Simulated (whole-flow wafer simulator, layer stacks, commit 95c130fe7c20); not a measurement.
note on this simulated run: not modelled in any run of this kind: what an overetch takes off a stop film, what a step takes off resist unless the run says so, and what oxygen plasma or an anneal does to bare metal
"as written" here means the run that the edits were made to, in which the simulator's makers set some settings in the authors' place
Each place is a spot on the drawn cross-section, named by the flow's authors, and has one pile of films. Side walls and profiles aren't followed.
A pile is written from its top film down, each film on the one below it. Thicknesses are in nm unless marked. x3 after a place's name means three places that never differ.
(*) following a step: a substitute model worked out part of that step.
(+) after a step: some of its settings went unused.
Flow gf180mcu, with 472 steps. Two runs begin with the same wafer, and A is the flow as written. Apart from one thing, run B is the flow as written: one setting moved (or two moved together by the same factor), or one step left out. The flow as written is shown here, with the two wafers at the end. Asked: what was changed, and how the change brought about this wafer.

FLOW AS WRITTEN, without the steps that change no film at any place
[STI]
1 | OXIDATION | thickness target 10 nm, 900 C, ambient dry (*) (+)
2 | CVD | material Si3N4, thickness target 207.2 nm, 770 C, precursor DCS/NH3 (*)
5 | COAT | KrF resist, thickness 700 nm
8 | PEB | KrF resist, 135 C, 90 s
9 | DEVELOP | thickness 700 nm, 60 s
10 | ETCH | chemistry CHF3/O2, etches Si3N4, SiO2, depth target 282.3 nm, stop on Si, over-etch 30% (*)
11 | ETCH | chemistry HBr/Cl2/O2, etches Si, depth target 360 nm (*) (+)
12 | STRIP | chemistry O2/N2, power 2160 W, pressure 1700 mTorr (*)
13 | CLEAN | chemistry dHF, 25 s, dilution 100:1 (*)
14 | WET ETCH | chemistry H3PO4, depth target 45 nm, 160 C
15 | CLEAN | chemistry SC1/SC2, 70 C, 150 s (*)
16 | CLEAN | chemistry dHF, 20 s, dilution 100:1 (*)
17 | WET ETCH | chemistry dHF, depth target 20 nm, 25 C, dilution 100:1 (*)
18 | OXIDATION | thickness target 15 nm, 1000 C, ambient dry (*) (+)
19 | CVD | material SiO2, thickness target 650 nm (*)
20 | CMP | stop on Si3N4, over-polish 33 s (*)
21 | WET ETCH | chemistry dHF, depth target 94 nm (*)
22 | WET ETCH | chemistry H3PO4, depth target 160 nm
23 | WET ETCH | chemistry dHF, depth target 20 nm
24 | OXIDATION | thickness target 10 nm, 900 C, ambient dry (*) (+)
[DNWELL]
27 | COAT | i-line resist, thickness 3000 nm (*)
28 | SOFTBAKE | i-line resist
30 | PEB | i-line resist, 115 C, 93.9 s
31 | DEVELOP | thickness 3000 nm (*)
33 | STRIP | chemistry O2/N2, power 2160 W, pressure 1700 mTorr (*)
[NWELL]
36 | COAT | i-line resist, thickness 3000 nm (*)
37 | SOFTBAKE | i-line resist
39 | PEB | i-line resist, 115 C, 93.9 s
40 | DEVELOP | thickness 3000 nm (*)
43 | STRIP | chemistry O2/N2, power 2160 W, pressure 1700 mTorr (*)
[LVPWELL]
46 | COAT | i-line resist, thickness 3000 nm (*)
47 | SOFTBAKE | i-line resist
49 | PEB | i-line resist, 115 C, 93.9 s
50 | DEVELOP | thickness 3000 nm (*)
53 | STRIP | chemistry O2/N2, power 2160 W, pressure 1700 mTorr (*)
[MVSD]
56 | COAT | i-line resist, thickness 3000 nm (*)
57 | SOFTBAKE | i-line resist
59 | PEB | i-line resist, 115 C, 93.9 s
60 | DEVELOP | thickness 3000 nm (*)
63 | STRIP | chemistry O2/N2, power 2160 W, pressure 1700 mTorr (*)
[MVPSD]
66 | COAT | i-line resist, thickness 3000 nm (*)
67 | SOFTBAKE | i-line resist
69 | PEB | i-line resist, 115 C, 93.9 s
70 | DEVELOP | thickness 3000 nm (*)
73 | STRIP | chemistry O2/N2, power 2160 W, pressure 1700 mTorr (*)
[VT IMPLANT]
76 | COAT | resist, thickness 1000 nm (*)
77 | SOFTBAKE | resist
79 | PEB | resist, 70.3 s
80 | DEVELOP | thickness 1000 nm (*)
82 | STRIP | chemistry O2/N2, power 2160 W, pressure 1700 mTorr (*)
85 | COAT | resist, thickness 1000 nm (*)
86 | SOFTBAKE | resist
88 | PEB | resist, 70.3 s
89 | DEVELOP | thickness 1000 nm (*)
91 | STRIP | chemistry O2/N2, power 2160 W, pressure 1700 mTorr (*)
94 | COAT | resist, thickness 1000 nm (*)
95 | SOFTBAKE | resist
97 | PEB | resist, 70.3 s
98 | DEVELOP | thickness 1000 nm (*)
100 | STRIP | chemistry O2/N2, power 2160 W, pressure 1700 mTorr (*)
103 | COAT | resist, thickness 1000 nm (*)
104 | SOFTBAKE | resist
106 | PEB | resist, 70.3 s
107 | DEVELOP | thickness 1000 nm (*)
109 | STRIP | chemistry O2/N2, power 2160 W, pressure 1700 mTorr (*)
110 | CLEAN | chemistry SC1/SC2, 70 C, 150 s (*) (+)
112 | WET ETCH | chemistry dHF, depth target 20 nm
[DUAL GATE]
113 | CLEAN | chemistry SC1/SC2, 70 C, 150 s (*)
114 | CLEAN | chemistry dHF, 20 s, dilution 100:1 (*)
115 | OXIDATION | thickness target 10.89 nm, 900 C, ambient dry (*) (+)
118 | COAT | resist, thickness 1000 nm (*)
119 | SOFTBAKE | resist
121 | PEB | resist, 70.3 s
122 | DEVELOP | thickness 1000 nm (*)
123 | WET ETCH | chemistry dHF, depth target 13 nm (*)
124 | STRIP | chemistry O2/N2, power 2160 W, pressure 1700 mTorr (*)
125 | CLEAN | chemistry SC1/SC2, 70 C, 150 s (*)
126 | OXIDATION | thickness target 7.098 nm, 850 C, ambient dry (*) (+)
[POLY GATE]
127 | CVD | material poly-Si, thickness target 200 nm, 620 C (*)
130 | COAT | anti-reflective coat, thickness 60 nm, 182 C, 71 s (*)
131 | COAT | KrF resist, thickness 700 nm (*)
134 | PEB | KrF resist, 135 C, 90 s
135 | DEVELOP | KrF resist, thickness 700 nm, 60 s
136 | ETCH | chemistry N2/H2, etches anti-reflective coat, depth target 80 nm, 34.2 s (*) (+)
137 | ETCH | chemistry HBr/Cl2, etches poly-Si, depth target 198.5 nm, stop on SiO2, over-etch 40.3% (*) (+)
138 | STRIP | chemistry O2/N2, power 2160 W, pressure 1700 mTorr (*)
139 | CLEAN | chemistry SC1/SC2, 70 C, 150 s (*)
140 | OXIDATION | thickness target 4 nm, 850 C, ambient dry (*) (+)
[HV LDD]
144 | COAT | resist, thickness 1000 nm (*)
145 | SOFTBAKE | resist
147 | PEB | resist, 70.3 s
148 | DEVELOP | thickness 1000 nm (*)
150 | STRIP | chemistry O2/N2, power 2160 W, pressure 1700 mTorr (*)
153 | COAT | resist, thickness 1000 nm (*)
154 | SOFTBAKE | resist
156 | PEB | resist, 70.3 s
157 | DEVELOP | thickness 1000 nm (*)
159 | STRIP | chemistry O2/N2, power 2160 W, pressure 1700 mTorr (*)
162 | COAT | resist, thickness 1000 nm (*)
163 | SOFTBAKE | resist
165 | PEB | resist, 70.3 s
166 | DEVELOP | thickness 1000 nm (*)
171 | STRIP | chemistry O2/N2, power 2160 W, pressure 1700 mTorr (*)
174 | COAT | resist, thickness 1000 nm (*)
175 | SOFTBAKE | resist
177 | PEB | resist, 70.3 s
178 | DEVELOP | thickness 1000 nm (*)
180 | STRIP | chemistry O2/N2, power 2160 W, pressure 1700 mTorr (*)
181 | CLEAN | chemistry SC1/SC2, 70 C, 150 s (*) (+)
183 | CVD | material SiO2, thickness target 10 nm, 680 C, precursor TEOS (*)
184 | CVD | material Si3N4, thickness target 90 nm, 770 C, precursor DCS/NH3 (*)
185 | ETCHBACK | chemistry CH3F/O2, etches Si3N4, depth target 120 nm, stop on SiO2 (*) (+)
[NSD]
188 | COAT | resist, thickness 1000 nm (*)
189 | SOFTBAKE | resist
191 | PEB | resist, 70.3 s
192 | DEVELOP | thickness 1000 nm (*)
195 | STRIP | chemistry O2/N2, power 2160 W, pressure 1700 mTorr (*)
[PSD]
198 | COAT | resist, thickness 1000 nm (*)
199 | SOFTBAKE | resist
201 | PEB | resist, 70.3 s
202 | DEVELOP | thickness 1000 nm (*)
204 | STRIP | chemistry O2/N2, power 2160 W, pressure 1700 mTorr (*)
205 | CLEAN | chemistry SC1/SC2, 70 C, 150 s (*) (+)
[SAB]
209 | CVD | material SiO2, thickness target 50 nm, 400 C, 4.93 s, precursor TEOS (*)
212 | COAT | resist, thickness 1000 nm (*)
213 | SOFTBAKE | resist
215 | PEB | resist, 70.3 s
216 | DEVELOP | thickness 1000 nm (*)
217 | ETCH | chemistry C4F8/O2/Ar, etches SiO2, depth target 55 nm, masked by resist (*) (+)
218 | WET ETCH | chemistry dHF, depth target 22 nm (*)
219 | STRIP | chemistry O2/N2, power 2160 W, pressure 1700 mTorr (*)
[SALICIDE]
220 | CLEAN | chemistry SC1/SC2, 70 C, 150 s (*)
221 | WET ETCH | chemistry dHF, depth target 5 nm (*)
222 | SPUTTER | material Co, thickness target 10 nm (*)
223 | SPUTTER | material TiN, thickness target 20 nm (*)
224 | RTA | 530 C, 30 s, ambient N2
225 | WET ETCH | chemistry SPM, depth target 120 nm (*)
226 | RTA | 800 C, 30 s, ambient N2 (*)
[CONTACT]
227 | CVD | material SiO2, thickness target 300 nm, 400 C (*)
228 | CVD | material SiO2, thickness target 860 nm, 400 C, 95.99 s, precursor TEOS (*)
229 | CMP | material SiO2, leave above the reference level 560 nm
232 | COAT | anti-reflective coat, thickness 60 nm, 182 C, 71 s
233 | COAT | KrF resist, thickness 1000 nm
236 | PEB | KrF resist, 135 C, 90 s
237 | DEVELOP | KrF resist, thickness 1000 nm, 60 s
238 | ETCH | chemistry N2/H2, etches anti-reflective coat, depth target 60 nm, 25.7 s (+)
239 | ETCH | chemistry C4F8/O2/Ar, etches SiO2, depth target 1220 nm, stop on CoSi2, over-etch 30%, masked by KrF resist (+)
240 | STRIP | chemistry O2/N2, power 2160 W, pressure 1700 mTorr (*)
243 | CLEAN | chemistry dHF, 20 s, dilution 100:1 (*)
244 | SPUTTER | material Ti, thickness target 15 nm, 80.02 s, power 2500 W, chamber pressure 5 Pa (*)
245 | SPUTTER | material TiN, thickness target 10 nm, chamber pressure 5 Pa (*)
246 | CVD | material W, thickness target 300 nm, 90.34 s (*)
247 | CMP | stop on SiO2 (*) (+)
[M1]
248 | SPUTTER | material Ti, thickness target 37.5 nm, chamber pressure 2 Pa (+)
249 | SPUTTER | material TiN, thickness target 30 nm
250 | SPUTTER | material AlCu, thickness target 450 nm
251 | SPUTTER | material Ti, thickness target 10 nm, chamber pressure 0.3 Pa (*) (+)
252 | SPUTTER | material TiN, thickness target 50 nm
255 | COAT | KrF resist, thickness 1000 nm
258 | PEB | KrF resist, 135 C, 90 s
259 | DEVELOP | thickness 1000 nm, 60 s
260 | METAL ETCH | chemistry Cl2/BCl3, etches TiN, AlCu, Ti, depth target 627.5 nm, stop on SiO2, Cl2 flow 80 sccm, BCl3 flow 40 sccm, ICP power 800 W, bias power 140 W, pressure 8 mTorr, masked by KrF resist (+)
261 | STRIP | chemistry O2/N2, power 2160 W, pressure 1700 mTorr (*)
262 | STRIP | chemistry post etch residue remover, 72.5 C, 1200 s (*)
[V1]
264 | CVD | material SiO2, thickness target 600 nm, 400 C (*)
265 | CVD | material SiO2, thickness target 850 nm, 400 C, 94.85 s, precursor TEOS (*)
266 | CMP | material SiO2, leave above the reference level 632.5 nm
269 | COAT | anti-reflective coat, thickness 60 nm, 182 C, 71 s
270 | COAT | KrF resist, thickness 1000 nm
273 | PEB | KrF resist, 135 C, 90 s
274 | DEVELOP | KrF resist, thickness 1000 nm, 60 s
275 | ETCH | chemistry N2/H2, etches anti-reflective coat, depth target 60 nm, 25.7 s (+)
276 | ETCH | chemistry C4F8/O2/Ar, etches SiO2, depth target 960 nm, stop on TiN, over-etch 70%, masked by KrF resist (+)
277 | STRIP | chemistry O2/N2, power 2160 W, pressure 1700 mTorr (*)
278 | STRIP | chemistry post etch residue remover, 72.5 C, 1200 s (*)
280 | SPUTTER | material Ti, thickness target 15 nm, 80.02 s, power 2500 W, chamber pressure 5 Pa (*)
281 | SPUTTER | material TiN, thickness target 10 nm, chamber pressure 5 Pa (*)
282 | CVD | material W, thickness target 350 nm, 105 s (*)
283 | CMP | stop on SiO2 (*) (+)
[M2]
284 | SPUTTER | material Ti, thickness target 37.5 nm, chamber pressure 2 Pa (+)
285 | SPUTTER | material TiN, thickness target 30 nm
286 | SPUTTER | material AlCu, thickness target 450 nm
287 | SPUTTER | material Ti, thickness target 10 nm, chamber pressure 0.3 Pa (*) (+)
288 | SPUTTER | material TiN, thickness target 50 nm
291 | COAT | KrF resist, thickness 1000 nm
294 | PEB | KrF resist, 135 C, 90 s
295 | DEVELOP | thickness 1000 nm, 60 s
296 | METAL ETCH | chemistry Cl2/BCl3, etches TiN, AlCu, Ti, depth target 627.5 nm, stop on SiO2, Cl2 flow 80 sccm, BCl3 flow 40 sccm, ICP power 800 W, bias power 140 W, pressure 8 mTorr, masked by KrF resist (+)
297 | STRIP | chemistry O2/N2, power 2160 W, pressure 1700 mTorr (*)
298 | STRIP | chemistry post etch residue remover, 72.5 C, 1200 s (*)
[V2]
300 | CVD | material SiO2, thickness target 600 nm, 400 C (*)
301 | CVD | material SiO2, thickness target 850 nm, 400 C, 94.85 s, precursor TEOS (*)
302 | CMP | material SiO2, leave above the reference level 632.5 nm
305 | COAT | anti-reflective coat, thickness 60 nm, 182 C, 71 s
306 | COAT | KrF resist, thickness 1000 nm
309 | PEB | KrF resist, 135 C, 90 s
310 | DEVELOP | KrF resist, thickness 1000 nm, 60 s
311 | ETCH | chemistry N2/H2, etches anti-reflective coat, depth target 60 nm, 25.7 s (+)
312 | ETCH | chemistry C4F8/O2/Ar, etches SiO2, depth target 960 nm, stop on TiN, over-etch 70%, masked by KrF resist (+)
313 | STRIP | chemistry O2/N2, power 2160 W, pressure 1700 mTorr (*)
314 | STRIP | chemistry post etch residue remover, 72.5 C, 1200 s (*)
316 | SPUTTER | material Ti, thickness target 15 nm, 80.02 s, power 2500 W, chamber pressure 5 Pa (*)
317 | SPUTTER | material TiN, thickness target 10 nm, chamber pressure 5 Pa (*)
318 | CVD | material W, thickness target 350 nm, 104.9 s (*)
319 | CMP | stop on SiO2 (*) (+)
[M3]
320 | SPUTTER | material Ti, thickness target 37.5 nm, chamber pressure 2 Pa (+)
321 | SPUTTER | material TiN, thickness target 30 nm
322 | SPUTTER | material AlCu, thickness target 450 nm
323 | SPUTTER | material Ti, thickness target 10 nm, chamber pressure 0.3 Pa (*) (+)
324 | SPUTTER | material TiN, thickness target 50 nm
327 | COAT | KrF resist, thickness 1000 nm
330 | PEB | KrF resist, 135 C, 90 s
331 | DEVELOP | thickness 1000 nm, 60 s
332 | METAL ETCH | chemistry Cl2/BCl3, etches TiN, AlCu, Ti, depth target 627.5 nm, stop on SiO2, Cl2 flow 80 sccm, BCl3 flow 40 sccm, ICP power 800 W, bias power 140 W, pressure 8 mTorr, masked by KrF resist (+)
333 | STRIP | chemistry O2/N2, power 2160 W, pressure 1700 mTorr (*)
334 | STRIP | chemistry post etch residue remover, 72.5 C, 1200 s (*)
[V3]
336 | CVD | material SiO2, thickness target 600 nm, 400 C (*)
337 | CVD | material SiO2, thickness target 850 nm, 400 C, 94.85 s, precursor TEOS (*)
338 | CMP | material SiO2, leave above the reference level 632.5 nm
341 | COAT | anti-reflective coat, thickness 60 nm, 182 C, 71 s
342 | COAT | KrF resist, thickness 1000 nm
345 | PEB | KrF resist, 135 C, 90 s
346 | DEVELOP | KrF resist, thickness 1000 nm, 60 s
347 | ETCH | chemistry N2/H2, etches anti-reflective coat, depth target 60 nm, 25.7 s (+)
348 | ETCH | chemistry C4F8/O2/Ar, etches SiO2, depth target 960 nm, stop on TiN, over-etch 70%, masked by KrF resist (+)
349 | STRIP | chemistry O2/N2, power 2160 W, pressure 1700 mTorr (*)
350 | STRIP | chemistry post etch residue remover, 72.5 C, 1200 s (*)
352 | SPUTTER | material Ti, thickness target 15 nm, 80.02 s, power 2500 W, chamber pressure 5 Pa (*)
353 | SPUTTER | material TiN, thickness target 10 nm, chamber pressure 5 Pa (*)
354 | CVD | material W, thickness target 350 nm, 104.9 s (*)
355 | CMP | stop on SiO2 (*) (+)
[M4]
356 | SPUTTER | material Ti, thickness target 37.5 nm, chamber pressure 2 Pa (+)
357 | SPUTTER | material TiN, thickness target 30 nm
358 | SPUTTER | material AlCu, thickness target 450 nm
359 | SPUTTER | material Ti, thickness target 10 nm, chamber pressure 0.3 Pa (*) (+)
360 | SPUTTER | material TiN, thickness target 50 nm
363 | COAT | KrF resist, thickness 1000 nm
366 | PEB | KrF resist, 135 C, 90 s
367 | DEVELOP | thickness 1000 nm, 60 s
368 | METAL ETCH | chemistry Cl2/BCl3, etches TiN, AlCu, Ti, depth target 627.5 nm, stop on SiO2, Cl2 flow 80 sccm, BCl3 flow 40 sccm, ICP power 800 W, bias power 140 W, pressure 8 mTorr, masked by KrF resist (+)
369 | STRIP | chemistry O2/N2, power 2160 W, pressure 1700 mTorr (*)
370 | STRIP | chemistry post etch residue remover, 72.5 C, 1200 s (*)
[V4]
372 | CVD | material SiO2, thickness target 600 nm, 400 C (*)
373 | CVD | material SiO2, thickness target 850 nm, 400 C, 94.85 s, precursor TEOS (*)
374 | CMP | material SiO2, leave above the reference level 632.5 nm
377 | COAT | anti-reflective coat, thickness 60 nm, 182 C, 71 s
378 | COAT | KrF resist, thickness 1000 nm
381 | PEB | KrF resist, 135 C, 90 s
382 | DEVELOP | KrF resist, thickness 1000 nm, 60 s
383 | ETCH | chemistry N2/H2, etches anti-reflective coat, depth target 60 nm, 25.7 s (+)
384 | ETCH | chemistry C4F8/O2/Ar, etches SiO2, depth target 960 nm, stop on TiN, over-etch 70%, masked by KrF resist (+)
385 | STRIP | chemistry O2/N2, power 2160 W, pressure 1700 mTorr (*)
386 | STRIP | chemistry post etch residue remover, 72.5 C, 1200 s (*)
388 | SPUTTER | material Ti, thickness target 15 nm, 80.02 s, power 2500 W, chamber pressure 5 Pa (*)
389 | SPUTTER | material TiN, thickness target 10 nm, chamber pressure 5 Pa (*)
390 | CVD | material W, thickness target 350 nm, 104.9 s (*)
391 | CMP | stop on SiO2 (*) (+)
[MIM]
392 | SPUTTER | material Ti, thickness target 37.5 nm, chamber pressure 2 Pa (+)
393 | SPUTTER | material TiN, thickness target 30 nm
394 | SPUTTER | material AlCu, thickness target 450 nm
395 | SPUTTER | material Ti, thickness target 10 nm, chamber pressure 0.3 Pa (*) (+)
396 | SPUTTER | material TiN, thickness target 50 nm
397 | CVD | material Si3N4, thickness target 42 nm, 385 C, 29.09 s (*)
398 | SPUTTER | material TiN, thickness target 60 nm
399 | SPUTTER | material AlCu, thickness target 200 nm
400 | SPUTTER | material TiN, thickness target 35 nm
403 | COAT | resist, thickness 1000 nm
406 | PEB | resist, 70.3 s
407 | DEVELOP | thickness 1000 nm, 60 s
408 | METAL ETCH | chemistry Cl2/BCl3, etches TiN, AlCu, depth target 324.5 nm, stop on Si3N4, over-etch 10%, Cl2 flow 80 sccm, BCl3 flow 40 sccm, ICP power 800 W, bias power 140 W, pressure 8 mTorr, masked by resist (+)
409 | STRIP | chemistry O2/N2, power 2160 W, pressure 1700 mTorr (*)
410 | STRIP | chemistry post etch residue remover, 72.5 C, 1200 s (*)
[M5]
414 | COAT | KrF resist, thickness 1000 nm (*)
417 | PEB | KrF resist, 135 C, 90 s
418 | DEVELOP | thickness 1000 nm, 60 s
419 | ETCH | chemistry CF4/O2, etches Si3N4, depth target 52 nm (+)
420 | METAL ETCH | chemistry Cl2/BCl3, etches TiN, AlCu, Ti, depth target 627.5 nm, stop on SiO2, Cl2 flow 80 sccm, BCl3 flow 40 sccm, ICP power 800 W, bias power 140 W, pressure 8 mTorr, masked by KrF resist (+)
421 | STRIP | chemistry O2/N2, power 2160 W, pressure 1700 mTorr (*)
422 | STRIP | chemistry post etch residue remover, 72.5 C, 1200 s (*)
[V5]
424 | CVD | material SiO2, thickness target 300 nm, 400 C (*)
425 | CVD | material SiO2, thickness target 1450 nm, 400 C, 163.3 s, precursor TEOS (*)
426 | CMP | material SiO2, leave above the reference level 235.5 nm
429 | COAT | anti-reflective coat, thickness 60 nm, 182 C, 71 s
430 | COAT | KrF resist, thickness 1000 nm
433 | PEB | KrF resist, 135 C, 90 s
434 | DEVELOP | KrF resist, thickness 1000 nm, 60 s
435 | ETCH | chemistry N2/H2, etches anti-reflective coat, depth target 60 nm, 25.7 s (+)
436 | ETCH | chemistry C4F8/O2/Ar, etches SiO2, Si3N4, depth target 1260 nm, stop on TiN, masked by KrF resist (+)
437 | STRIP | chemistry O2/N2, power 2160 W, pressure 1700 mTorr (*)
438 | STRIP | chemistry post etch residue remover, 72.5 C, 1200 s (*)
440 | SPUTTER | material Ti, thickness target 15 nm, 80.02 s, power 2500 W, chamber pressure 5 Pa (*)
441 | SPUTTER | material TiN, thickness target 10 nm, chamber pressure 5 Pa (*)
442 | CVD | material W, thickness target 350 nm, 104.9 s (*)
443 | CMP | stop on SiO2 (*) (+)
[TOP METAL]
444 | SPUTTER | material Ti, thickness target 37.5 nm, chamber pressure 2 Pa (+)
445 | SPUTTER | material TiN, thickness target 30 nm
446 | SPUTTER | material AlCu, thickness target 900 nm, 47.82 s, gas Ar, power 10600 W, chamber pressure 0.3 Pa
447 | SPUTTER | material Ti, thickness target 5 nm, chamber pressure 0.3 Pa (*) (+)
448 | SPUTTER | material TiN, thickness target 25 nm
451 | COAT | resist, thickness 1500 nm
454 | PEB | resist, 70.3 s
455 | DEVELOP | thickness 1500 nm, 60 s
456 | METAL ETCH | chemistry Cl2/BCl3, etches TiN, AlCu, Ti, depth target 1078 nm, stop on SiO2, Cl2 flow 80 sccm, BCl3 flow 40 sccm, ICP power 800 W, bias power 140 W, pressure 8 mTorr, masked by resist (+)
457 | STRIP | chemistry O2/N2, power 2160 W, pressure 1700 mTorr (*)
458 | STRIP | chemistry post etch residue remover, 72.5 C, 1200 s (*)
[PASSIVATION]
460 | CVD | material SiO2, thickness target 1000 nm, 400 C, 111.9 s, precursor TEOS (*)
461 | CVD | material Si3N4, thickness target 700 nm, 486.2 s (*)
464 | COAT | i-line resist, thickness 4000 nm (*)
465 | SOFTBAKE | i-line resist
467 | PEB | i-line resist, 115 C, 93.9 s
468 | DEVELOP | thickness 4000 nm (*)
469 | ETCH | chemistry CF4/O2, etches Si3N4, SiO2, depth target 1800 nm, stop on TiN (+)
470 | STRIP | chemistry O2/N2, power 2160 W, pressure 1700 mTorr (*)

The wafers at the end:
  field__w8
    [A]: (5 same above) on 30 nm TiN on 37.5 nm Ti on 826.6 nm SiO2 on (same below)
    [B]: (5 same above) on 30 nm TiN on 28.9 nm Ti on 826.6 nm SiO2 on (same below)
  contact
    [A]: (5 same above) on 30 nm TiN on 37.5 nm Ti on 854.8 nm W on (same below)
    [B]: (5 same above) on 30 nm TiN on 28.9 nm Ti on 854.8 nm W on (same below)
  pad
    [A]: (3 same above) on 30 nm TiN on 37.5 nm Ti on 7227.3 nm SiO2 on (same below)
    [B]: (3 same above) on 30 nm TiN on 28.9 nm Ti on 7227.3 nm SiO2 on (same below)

The reason: step 444, SPUTTER: thickness target 28.9 nm was run, while the flow as written has thickness target 37.5 nm.
One can read it off the wafer: field__w8 has Ti 28.9, and step 444 as written asks for 37.5 nm.

Step by step, how the change led to this:
  444 | SPUTTER | material Ti, thickness target 37.5 nm, chamber pressure 2 Pa (+)
      field, field__w1, field__w2 and 109 more: A +37.5 Ti (new film) | B +28.9 Ti (new film)
  456 | METAL ETCH | chemistry Cl2/BCl3, etches TiN, AlCu, Ti, depth target 1078 nm, stop on SiO2, Cl2 flow 80 sccm, BCl3 flow 40 sccm, ICP power 800 W, bias power 140 W, pressure 8 mTorr, masked by resist (+)
      field, field__w1, field__w2 and 103 more: A -25 TiN (all of it), -5 Ti (all of it), -900 AlCu (all of it), -30 TiN (all of it), -37.5 Ti (all of it) | B -25 TiN (all of it), -5 Ti (all of it), -900 AlCu (all of it), -30 TiN (all of it), -28.9 Ti (all of it)
